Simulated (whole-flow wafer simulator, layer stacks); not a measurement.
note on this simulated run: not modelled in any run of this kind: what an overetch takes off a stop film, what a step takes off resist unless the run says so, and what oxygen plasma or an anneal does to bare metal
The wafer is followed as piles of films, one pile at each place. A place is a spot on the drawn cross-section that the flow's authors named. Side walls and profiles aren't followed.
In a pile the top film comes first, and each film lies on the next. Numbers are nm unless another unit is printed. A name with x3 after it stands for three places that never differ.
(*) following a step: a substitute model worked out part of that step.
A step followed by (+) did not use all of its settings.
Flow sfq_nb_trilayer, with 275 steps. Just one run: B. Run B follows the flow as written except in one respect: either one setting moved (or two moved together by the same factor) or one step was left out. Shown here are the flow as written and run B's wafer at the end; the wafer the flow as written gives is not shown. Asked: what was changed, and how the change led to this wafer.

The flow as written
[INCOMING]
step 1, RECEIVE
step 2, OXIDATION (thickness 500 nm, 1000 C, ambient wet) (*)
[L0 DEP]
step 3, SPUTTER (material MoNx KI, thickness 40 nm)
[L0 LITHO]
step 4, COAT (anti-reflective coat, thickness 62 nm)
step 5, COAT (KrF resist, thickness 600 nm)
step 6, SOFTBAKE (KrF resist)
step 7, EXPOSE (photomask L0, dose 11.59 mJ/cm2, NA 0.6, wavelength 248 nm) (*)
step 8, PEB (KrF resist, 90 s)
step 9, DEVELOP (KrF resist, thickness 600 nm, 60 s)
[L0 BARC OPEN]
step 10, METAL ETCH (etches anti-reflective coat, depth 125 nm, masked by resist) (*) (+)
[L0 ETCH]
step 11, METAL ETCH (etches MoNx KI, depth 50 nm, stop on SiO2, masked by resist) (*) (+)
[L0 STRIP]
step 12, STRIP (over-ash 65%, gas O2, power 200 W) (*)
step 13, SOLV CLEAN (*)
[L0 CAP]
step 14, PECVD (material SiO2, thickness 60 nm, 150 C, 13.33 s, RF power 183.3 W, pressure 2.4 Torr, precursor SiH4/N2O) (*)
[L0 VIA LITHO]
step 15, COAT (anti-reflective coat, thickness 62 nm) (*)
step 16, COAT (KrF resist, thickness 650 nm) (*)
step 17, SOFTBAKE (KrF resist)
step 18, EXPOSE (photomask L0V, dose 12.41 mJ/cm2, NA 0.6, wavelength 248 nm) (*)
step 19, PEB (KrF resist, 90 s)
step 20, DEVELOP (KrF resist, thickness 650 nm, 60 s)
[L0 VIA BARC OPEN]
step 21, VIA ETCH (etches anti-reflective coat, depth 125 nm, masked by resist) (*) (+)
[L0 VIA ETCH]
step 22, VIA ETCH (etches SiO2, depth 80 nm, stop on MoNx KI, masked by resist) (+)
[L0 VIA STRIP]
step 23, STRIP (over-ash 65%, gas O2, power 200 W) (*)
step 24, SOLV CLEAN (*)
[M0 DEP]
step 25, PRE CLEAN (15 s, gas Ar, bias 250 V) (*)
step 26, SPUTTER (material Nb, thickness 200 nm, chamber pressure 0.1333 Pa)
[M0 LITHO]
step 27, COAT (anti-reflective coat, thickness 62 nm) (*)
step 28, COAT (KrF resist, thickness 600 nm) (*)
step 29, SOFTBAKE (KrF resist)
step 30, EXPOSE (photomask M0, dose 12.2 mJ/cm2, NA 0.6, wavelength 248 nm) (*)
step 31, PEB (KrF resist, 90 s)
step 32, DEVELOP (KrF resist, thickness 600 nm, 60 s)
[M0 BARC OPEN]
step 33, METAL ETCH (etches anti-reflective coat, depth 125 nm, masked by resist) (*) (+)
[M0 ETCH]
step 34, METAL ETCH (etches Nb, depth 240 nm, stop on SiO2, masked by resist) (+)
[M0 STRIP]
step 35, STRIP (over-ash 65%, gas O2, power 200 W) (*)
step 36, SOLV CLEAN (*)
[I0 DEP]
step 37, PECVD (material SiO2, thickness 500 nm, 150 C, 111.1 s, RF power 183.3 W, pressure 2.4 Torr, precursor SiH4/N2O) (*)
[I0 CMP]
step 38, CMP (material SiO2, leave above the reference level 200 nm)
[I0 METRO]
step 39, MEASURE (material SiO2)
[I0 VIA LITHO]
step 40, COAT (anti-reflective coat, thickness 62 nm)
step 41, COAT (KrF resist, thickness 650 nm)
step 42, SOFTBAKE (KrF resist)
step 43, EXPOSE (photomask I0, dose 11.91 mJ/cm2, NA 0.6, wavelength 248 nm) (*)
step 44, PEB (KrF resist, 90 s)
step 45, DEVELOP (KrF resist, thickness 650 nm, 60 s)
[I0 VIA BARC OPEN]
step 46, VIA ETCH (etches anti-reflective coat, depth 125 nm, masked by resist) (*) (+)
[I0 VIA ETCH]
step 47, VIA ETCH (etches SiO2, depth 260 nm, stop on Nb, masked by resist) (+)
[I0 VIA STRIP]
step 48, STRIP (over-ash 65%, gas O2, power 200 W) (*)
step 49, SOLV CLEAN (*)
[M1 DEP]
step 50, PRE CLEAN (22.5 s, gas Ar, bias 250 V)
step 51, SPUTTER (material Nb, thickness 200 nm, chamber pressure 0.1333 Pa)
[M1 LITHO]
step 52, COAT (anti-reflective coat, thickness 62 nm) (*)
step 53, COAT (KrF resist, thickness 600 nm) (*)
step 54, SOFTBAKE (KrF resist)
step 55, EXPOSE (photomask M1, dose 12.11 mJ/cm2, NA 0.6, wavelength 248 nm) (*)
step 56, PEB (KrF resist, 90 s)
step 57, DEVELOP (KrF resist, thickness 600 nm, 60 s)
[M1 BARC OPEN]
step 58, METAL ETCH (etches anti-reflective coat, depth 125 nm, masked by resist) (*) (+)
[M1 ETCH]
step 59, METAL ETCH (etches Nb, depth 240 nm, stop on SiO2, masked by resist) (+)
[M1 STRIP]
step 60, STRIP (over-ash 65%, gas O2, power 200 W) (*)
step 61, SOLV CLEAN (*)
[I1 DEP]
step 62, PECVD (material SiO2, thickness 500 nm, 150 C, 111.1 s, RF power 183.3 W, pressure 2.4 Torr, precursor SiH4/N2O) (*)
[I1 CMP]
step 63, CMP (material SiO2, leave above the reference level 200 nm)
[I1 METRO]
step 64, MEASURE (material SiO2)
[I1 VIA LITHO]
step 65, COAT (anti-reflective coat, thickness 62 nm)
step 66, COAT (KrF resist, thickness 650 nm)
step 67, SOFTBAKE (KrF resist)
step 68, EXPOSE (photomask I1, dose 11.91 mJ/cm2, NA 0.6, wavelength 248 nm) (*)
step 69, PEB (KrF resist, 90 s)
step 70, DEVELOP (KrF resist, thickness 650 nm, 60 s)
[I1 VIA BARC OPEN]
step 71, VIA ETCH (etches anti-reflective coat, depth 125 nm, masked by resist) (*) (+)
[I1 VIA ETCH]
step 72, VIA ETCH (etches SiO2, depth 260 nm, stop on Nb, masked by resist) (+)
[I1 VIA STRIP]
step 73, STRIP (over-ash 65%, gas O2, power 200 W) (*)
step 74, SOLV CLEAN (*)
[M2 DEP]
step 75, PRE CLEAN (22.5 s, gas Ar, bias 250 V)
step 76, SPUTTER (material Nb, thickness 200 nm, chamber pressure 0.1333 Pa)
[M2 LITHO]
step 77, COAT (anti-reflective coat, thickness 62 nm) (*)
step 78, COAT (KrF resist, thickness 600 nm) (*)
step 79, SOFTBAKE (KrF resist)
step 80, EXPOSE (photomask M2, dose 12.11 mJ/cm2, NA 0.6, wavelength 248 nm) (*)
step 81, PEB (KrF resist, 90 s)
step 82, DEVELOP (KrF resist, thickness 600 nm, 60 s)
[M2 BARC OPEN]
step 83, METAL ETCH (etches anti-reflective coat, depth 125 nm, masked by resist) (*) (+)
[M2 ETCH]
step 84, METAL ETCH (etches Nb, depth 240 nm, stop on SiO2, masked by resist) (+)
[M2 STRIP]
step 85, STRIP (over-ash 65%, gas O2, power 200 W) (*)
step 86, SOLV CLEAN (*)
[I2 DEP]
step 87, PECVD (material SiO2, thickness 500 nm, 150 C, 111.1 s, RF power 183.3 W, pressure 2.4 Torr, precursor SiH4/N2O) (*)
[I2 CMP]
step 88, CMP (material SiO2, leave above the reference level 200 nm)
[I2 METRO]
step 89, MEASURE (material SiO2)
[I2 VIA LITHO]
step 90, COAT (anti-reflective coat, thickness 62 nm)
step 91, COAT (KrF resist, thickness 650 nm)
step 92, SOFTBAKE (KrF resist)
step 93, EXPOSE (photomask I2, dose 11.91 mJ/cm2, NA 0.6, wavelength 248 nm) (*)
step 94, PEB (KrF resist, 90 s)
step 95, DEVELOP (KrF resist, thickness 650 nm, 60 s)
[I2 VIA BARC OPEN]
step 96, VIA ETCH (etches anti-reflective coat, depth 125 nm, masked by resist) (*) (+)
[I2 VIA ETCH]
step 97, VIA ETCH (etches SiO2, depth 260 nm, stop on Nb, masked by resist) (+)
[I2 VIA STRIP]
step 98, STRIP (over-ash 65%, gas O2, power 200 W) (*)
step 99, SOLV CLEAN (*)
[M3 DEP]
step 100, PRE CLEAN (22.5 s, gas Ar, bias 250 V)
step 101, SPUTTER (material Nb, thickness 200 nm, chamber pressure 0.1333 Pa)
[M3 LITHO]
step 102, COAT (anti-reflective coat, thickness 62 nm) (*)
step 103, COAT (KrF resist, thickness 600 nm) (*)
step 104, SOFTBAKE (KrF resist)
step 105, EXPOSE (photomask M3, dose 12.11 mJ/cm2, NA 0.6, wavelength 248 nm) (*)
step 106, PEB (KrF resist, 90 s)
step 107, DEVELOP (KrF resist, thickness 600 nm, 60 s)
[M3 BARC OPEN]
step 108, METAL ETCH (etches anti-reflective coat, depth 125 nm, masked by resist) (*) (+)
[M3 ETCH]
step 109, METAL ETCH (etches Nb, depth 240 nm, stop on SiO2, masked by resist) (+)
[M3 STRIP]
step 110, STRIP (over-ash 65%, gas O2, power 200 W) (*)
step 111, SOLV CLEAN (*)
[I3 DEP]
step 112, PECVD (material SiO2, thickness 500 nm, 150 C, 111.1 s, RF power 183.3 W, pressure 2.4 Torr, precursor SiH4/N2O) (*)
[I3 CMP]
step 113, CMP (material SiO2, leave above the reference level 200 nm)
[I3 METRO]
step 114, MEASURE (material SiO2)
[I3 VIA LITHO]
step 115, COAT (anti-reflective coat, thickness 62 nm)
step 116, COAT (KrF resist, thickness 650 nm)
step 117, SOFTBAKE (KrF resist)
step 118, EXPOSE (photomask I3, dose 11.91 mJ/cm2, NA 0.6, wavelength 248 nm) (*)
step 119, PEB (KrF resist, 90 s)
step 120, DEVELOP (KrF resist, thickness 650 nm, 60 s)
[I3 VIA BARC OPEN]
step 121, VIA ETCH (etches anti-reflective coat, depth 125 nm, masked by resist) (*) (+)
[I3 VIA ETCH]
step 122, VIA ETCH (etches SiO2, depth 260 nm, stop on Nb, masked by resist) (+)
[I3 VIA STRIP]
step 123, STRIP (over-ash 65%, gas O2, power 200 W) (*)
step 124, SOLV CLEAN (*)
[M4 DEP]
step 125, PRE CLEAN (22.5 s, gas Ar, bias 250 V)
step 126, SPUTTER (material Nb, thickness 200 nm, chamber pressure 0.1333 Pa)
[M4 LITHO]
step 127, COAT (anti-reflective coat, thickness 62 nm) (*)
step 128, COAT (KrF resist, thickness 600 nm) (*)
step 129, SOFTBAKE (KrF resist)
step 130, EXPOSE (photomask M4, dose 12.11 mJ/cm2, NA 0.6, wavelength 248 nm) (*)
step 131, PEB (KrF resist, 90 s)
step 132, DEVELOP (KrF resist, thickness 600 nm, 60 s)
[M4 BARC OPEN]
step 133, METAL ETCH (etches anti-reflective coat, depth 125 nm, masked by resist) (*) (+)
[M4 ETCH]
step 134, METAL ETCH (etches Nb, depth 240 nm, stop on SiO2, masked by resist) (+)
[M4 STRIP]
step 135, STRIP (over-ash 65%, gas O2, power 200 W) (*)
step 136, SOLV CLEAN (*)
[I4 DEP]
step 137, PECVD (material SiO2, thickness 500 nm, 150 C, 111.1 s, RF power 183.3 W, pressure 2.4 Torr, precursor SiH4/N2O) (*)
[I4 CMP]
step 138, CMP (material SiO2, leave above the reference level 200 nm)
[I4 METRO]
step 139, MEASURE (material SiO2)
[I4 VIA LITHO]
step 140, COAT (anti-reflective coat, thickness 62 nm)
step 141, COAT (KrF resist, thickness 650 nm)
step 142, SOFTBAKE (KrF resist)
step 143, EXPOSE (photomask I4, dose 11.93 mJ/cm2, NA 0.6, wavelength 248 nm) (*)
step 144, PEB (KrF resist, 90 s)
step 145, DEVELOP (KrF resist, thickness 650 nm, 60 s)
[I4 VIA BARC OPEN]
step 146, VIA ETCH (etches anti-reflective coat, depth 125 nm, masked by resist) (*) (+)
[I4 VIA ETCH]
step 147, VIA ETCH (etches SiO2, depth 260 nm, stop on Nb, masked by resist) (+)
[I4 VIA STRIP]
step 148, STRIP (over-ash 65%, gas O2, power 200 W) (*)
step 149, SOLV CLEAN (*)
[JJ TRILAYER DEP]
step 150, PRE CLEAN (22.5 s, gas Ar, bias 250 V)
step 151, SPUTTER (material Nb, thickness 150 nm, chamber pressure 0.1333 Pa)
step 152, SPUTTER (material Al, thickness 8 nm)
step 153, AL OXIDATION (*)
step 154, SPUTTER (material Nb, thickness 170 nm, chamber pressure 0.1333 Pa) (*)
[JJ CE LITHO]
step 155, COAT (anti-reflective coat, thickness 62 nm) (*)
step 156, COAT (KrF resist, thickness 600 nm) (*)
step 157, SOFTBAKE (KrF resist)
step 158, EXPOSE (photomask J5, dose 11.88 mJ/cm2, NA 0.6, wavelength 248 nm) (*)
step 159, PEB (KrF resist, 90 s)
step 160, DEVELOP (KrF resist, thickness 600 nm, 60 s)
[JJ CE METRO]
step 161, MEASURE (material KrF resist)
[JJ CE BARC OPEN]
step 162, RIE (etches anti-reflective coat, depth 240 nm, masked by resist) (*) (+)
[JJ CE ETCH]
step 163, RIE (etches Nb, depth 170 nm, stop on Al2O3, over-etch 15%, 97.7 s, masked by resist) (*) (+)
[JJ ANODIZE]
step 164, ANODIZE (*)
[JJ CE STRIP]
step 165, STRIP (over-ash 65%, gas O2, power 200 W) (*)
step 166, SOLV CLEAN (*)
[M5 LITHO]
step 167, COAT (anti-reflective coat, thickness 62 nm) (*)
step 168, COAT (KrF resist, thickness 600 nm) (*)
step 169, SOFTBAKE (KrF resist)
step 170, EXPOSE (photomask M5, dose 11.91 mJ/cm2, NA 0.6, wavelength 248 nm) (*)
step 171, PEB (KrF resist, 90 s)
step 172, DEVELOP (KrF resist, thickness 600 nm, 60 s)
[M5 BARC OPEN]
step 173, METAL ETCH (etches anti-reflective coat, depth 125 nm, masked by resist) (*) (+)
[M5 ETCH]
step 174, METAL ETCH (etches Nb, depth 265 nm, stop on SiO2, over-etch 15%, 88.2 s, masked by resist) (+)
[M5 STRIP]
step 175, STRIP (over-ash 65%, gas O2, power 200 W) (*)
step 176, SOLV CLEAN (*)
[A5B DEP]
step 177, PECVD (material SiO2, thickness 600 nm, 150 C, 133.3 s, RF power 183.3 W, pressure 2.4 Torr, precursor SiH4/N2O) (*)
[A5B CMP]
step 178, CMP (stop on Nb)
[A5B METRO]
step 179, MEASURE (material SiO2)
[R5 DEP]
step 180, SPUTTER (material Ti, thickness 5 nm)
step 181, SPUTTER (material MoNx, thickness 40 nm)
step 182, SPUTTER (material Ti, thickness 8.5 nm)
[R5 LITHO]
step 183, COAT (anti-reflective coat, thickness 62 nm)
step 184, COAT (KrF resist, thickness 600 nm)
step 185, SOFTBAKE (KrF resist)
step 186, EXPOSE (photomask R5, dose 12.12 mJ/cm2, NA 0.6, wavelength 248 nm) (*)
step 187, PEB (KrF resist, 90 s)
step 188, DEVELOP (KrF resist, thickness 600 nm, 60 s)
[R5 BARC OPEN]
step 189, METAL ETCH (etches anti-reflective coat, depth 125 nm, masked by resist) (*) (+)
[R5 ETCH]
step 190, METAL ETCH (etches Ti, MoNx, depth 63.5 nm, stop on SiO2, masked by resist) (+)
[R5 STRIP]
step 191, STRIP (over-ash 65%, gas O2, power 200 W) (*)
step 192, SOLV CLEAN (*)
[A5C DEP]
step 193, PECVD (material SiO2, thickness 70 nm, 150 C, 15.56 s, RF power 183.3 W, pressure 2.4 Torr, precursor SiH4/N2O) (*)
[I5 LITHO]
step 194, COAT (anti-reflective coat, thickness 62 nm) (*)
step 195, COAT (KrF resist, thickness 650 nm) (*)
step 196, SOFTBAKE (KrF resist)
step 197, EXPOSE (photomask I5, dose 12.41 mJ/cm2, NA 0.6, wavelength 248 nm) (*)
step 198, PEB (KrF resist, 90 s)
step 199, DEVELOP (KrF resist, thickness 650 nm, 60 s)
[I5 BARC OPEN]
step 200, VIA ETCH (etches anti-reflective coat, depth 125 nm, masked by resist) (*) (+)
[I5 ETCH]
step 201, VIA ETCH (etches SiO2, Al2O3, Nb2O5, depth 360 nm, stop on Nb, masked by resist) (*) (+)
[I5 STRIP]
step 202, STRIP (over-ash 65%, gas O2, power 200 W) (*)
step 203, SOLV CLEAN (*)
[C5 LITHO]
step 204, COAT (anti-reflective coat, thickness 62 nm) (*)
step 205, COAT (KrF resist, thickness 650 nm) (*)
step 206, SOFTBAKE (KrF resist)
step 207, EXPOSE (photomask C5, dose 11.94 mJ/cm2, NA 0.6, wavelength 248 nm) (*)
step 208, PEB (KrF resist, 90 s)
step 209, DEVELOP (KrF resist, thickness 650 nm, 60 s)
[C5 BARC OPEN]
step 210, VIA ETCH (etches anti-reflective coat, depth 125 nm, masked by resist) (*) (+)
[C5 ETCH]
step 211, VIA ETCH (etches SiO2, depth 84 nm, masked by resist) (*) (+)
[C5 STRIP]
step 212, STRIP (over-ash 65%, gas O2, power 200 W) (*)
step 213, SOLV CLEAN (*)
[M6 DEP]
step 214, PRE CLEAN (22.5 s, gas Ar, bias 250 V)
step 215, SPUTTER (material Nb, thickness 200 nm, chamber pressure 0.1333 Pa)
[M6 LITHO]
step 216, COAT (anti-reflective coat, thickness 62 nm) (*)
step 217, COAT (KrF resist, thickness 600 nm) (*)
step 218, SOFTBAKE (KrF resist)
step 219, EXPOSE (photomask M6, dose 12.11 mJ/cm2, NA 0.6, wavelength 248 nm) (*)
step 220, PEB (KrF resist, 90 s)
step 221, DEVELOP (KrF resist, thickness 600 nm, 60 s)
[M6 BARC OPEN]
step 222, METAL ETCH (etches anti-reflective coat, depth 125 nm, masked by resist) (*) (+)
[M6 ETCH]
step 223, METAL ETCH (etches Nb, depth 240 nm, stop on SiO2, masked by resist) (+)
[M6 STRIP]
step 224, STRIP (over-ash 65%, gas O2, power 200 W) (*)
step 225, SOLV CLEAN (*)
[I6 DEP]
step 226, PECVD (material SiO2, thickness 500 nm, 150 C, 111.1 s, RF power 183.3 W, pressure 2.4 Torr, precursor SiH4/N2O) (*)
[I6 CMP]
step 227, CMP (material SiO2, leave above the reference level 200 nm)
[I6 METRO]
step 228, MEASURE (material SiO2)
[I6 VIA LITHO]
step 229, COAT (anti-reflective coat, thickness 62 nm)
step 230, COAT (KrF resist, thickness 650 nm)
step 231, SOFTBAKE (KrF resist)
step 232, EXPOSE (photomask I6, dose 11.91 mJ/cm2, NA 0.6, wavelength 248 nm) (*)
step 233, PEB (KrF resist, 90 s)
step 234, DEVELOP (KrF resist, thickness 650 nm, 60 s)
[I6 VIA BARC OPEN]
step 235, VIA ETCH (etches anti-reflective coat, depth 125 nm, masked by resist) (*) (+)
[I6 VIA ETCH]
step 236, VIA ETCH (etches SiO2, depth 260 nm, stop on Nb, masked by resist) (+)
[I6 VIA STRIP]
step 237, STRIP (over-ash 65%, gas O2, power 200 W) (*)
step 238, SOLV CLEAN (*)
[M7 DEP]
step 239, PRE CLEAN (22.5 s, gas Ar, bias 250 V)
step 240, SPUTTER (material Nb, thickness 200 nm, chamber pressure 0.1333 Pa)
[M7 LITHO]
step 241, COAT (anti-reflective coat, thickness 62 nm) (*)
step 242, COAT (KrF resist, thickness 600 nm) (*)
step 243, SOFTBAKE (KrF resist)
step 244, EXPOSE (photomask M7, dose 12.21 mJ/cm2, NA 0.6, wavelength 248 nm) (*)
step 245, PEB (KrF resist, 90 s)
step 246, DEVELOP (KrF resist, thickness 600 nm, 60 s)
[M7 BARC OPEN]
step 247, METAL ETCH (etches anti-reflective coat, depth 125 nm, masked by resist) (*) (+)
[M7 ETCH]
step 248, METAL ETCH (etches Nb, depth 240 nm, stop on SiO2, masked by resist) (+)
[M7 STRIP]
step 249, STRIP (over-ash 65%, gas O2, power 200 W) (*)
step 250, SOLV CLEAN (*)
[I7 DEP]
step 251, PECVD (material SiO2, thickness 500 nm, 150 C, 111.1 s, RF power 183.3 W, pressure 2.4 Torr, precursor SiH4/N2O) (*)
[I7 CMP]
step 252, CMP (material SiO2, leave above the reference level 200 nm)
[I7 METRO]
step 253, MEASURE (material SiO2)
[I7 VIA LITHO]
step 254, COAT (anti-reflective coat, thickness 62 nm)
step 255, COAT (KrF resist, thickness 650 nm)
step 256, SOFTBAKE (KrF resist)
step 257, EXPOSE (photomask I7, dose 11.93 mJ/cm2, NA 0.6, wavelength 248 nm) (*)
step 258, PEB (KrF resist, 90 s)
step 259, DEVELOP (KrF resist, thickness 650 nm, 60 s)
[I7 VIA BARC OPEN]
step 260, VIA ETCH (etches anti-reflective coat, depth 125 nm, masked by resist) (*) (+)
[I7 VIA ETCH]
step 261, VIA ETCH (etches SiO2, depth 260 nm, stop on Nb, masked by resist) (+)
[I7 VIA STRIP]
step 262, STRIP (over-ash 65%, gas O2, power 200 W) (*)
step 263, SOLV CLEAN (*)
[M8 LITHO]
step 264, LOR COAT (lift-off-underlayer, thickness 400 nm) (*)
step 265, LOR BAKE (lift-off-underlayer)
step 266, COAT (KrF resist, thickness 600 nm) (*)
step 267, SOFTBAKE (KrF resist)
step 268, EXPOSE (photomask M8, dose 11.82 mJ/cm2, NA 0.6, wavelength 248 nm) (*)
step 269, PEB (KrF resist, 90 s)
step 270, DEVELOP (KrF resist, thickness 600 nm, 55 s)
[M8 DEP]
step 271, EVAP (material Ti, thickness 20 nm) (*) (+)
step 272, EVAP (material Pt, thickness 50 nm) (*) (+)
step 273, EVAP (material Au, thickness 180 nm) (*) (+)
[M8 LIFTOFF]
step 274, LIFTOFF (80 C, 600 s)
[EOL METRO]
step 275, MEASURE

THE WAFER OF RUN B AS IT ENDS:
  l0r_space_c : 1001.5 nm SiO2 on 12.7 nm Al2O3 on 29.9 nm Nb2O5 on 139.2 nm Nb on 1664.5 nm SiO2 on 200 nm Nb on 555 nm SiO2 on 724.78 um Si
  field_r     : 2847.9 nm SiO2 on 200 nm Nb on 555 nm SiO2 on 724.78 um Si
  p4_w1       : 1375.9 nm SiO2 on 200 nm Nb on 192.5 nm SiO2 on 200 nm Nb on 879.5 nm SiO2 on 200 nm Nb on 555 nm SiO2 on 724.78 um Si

The reason: step 38, CMP: leave above the reference level 102 nm was run, while the flow as written has leave above the reference level 200 nm.

The path from the change to this, step by step:
  step 38, CMP (material SiO2, leave above the reference level 200 nm)
      v_sur, via_wl, via_w and 94 more: SiO2 loses 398 (in the flow as written it would be: SiO2 loses 300)
      field_l, l0_sur, l0r_line_l, l0r_line_c, l0r_line_r: SiO2 loses 438 (in the flow as written it would be: SiO2 loses 340)
      (also at 4 further places)
  step 47, VIA ETCH (etches SiO2, depth 260 nm, stop on Nb, masked by resist) (+)
      field_l, v_sur, via_wl and 102 more: KrF resist loses 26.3 (in the flow as written it would be: KrF resist loses 44.8)
      via_w: SiO2 loses 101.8 (all of it) (in the flow as written it would be: SiO2 loses 199.8 (all of it))
  step 48, STRIP (over-ash 65%, gas O2, power 200 W) (*)
      field_l, v_sur, via_wl and 102 more: KrF resist loses 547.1 (all of it), anti-reflective coat loses 62 (all of it) (in the flow as written it would be: KrF resist loses 528.6 (all of it), anti-reflective coat loses 62 (all of it))
  step 51, SPUTTER (material Nb, thickness 200 nm, chamber pressure 0.1333 Pa)
      via_w: Nb gains 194 (in the flow as written it would be: Nb gains 174.5)
  step 52, COAT (anti-reflective coat, thickness 62 nm) (*)
      v_sur: anti-reflective coat gains 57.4 (new film) (in the flow as written it would be: anti-reflective coat gains 61.1 (new film))
      via_wl: anti-reflective coat gains 35.4 (new film) (in the flow as written it would be: anti-reflective coat gains 33.8 (new film))
      (also at 2 further places)
  step 53, COAT (KrF resist, thickness 600 nm) (*)
      via_w: KrF resist gains 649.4 (new film) (in the flow as written it would be: KrF resist gains 731.8 (new film))
  step 60, STRIP (over-ash 65%, gas O2, power 200 W) (*)
      v_sur: KrF resist loses 377.3 (all of it), anti-reflective coat loses 57.4 (all of it) (in the flow as written it would be: KrF resist loses 365.9 (all of it), anti-reflective coat loses 61.1 (all of it))
      via_wl: KrF resist loses 395.5 (all of it), anti-reflective coat loses 35.4 (all of it) (in the flow as written it would be: KrF resist loses 385.5 (all of it), anti-reflective coat loses 33.8 (all of it))
      (also at 3 further places)
  step 62, PECVD (material SiO2, thickness 500 nm, 150 C, 111.1 s, RF power 183.3 W, pressure 2.4 Torr, precursor SiH4/N2O) (*)
      via_w: SiO2 gains 500 (new film) (in the flow as written it would be: SiO2 gains 606 (new film))
  step 63, CMP (material SiO2, leave above the reference level 200 nm)
      via_w: SiO2 loses 193 (in the flow as written it would be: SiO2 loses 181.6)
